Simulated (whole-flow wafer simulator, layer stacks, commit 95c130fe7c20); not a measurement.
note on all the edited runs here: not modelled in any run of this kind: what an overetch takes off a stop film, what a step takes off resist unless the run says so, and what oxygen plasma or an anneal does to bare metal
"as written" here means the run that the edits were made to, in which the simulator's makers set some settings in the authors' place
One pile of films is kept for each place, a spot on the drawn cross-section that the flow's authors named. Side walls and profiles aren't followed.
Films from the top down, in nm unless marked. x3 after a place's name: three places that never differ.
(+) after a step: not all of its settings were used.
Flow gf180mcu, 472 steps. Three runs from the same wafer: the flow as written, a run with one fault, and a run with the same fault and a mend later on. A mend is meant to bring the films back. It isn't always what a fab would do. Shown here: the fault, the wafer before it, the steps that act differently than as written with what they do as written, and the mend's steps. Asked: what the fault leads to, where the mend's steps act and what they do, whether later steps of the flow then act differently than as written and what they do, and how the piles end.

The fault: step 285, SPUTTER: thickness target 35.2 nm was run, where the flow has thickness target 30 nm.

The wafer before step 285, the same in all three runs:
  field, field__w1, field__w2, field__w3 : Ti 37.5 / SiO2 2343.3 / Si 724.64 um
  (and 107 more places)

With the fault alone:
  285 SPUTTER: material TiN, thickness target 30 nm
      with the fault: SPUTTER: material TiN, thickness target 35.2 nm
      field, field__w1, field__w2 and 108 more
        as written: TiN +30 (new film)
        with the fault: TiN +35.2 (new film)
  Later steps of the flow that act differently than as written (1 more step differs only slightly, by at most 2% or 0.5 nm, whichever is larger, and isn't shown):
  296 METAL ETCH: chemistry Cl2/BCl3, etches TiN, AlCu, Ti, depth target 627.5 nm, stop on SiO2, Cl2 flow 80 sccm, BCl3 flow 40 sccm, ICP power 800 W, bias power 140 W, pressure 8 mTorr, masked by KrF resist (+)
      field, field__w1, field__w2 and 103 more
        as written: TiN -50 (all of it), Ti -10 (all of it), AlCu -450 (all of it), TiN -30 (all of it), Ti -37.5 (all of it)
        with the fault: TiN -50 (all of it), Ti -10 (all of it), AlCu -450 (all of it), TiN -35.2 (all of it), Ti -37.5 (all of it)
  At the end the piles differ from the flow's by more than 2% or 0.5 nm, whichever is larger, at field__w8, contact, m1, m1__w1, m1_nw.
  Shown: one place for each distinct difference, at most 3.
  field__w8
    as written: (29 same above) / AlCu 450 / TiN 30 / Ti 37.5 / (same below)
    with the fault: (29 same above) / AlCu 450 / TiN 35.2 / Ti 37.5 / (same below)
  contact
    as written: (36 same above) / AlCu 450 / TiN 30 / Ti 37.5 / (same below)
    with the fault: (36 same above) / AlCu 450 / TiN 35.2 / Ti 37.5 / (same below)

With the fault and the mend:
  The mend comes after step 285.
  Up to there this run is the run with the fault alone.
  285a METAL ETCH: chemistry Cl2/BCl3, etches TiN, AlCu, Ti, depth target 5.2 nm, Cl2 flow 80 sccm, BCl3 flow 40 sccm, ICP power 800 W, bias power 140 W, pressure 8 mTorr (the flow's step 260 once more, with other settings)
      field, field__w1, field__w2 and 108 more
        TiN -5.2
  No later step of the flow acts differently than as written at any place that is followed.
  At the end the piles are the same as the flow's at every place that both follow.
